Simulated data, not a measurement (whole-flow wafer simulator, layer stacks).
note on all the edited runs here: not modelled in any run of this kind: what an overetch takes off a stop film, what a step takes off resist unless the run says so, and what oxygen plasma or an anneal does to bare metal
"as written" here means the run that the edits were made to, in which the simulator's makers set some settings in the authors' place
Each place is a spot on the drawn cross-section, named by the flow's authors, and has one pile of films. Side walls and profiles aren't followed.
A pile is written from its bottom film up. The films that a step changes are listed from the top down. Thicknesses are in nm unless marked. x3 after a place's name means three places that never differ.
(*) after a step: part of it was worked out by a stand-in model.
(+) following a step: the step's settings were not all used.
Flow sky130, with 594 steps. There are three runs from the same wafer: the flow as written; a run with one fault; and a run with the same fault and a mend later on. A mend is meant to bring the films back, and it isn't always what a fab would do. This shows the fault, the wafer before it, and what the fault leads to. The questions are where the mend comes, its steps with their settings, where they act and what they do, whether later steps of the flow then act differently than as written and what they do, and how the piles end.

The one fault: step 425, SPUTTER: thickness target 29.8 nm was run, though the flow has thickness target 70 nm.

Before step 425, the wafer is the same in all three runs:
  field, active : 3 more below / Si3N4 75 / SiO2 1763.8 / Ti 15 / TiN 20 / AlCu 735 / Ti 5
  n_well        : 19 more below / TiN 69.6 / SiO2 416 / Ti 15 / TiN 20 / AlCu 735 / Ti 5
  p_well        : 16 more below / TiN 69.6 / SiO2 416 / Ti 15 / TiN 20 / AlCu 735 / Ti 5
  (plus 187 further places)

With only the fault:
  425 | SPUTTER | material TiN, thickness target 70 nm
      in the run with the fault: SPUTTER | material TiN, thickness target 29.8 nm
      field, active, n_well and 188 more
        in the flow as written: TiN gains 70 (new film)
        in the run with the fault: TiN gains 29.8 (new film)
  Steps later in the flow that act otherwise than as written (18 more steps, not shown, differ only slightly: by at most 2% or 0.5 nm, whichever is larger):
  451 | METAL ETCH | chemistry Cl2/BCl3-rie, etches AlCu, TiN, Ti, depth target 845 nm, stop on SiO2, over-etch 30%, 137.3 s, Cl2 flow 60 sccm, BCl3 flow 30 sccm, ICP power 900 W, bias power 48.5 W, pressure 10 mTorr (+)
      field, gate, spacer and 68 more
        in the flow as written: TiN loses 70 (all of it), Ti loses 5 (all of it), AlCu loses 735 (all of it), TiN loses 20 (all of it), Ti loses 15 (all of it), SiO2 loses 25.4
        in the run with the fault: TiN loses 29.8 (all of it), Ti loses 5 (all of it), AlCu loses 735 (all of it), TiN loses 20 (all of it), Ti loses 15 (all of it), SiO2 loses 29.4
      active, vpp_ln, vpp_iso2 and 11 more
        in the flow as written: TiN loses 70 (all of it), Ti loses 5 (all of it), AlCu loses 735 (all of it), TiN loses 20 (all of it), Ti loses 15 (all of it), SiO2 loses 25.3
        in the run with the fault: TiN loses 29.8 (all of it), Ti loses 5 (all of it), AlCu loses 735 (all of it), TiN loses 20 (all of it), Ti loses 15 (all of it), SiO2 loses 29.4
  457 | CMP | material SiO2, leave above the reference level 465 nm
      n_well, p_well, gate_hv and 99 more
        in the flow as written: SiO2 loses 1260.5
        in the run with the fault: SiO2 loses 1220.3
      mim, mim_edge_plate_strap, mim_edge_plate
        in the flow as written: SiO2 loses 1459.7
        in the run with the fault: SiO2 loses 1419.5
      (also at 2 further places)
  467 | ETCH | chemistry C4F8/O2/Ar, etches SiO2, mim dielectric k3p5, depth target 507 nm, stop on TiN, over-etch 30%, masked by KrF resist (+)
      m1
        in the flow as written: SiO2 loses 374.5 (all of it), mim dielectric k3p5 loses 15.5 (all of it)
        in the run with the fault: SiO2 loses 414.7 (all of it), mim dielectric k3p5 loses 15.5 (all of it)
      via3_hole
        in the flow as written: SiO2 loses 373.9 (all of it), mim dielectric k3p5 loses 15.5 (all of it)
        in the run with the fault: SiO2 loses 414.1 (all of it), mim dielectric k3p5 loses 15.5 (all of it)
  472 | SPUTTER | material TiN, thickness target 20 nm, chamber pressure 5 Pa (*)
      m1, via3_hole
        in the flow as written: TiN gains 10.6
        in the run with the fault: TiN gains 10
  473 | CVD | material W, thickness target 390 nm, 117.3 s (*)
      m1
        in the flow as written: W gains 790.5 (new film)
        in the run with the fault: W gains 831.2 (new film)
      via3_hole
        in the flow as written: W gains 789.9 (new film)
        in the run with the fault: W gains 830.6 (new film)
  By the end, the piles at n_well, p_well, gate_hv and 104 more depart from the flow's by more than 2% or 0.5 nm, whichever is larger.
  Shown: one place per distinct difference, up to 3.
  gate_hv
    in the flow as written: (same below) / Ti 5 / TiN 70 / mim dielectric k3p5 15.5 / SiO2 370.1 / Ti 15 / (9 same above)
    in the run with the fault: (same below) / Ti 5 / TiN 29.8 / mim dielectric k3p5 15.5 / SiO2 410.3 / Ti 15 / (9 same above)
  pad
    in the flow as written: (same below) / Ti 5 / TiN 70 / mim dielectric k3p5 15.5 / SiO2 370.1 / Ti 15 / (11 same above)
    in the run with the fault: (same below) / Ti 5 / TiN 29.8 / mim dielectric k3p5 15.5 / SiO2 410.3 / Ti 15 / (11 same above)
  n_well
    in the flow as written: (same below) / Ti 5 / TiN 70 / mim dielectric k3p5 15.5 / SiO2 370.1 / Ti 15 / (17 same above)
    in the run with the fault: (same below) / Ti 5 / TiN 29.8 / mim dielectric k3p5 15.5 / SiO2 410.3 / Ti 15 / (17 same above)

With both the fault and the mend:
  The mend stands after step 425.
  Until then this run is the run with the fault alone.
  425a | SPUTTER | material TiN, thickness target 40.2 nm (the flow's step 425 again, with other settings)
      field, active, n_well and 188 more
        TiN gains 40.2
  None of the later steps of the flow acts differently than as written at any place that is followed.
  At every place that both follow, the piles at the end match the flow's.
